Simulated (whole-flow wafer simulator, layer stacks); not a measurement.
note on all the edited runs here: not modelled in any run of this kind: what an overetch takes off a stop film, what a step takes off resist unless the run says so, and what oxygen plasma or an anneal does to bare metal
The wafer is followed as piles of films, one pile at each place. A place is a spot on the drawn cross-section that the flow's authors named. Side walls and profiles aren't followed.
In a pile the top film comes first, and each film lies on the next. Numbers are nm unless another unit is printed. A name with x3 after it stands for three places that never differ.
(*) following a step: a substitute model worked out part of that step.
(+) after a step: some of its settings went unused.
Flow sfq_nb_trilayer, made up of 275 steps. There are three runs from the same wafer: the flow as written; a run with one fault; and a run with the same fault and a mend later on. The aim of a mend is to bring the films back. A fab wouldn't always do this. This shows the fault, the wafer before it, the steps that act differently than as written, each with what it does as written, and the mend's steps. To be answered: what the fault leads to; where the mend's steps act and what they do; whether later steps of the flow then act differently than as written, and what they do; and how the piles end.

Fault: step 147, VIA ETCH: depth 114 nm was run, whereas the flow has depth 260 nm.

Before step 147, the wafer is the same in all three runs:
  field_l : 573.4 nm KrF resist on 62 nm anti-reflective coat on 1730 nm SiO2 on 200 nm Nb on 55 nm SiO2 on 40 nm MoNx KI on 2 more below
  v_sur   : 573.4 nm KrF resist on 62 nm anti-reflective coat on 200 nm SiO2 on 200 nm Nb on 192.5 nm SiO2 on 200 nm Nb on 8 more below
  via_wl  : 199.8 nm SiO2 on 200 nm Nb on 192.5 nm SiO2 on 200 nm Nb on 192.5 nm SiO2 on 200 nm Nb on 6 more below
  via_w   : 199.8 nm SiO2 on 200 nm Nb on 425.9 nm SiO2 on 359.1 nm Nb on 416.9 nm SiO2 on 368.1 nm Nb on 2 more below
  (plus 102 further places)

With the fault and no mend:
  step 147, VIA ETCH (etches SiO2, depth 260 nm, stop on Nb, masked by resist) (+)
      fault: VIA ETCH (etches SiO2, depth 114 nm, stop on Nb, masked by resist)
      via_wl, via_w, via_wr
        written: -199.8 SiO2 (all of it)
        fault: -114 SiO2
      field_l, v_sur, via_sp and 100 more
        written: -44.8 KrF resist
        fault: -19.7 KrF resist
  Later steps of the flow acting differently than as written (not shown: 4 more steps that differ only slightly, by at most 2% or 0.5 nm, whichever is larger):
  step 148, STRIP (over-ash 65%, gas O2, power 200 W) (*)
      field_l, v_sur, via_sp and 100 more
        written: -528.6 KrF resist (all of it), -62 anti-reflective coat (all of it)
        fault: -553.8 KrF resist (all of it), -62 anti-reflective coat (all of it)
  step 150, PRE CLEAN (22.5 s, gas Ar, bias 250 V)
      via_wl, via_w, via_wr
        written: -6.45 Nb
        fault: -7.5 SiO2
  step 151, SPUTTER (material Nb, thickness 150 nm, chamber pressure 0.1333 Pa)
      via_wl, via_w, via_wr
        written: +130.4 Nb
        fault: +140.3 Nb (new film)
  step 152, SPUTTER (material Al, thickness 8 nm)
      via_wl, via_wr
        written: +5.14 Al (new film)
        fault: +6.15 Al (new film)
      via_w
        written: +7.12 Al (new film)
        fault: +7.83 Al (new film)
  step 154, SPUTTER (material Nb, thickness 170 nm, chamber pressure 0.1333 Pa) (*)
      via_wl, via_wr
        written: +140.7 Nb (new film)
        fault: +126.1 Nb (new film)
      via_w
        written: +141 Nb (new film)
        fault: +166.8 Nb (new film)
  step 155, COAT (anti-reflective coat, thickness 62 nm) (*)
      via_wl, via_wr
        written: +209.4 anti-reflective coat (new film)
        fault: +175.9 anti-reflective coat (new film)
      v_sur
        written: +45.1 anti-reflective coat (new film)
        fault: +49.3 anti-reflective coat (new film)
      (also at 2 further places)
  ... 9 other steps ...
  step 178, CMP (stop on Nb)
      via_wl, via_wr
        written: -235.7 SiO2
        fault: -330.2 SiO2
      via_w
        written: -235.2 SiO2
        fault: -329.7 SiO2
  The piles end different from the flow's at via_wl, via_w, via_wr by more than 2% or 0.5 nm, whichever is larger.
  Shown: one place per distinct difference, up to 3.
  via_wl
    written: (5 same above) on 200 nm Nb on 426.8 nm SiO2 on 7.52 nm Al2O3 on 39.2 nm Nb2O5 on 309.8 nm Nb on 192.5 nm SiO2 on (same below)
    fault: (5 same above) on 200 nm Nb on 332.3 nm SiO2 on 9.18 nm Al2O3 on 36.2 nm Nb2O5 on 127.3 nm Nb on 78.3 nm SiO2 on 200 nm Nb on 192.5 nm SiO2 on (same below)
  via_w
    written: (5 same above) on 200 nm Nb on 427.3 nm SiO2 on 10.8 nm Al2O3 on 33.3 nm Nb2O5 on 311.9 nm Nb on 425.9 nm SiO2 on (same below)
    fault: (5 same above) on 200 nm Nb on 332.8 nm SiO2 on 12.3 nm Al2O3 on 30.6 nm Nb2O5 on 129.3 nm Nb on 78.3 nm SiO2 on 200 nm Nb on 425.9 nm SiO2 on (same below)

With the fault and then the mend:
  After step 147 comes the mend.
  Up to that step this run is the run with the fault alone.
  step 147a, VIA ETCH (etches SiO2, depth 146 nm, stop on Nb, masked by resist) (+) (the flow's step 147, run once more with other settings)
      field_l, v_sur, via_sp and 100 more
        -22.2 KrF resist
      via_wl, via_w, via_wr
        -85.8 SiO2 (all of it)
  None of the later steps of the flow differs from how it acts as written, at any place that is followed, by more than 2% or 0.5 nm, whichever is larger.
  By the end, the piles equal the flow's at every place that both follow.
